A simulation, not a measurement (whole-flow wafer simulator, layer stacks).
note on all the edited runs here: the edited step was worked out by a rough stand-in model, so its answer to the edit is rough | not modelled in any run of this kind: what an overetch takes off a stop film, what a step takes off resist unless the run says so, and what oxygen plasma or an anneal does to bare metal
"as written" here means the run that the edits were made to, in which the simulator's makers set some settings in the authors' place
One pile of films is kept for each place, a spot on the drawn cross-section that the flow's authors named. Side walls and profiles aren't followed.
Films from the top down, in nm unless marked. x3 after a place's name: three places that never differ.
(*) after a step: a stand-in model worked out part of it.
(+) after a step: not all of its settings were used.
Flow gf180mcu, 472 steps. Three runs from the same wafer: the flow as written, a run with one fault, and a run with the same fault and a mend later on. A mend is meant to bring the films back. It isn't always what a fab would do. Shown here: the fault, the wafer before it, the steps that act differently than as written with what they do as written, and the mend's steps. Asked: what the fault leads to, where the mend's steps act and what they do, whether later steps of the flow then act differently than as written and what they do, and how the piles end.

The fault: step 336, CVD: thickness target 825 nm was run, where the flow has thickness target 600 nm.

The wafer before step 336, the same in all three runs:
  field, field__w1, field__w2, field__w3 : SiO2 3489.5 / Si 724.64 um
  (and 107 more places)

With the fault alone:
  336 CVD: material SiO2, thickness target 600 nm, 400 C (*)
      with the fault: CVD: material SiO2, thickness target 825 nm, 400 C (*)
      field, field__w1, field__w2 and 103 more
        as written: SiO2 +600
        with the fault: SiO2 +825
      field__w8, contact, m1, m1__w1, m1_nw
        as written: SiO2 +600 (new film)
        with the fault: SiO2 +825 (new film)
  Later steps of the flow that act differently than as written:
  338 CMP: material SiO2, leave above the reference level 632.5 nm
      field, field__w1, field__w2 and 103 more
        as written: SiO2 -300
        with the fault: SiO2 -525
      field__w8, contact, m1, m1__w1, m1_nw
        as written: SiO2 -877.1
        with the fault: SiO2 -1102.1
  At the end the piles are the same as the flow's at every place that both follow.

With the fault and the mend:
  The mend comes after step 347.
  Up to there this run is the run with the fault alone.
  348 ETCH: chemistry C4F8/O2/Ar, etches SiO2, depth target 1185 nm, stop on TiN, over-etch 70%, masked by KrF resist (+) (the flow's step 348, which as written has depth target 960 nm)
      field, field__w1, field__w2 and 107 more
        KrF resist -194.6
      contact
        SiO2 -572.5 (all of it)
  No later step of the flow acts differently than as written, at any place that is followed, by more than 2% or 0.5 nm, whichever is larger.
  At the end the piles are the same as the flow's at every place that both follow.
